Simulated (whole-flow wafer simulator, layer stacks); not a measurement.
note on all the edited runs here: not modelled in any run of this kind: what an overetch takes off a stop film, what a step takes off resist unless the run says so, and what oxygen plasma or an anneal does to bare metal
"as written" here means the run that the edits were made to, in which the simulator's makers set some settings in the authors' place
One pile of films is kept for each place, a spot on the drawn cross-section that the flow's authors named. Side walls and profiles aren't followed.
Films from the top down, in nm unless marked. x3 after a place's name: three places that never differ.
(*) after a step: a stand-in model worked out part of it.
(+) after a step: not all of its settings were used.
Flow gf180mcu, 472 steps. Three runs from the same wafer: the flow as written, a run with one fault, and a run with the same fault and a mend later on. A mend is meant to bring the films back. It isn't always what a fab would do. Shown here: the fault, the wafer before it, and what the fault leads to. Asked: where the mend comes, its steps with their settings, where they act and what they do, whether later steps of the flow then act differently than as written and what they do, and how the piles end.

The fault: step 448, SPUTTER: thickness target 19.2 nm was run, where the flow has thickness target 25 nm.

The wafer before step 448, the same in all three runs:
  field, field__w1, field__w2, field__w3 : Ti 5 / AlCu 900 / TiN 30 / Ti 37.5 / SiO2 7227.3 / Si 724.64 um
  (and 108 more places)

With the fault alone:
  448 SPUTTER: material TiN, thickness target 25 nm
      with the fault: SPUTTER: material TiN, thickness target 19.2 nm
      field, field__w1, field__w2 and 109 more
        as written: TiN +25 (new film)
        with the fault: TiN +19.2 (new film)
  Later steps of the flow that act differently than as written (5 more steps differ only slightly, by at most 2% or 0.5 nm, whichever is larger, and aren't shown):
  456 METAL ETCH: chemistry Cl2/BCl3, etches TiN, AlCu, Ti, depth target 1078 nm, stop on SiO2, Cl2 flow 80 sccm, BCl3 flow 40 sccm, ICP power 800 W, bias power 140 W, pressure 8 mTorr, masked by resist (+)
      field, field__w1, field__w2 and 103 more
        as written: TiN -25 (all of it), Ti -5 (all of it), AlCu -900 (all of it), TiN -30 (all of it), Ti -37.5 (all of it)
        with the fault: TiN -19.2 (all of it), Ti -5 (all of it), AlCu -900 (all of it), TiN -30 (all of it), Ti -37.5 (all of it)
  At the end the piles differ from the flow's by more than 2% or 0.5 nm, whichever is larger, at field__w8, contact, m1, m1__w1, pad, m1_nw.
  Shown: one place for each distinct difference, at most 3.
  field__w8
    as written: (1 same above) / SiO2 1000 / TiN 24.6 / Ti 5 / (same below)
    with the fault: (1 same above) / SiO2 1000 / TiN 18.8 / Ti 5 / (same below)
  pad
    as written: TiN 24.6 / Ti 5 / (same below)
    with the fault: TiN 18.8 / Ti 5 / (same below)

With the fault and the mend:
  The mend comes after step 455.
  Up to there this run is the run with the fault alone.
  455a STRIP: chemistry O2/N2, power 2160 W, pressure 1700 mTorr (*)
      field__w8, contact, m1, m1__w1, pad, m1_nw
        resist -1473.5 (all of it)
  455b SPUTTER: material TiN, thickness target 5.8 nm (the flow's step 448 once more, with other settings)
      field, field__w1, field__w2 and 109 more
        TiN +5.8
  455c HMDS: 120 C, 60 s (the flow's step 450 once more)
      changes no film at any place that is followed
  455d COAT: resist, thickness 1500 nm (the flow's step 451 once more)
      field, field__w1, field__w2 and 109 more
        resist +1500 (new film)
  455e SOFTBAKE: resist (the flow's step 452 once more)
      changes no film at any place that is followed
  455f EXPOSE: photomask MetalTop (the flow's step 453 once more)
      changes no film at any place that is followed
  455g PEB: resist, 70.3 s (the flow's step 454 once more)
      field, field__w1, field__w2 and 109 more
        resist -26.5
  455h DEVELOP: thickness 1500 nm, 60 s (the flow's step 455 once more)
      field, field__w1, field__w2 and 103 more
        resist -1473.5 (all of it)
  No later step of the flow acts differently than as written at any place that is followed.
  At the end the piles are the same as the flow's at every place that both follow.
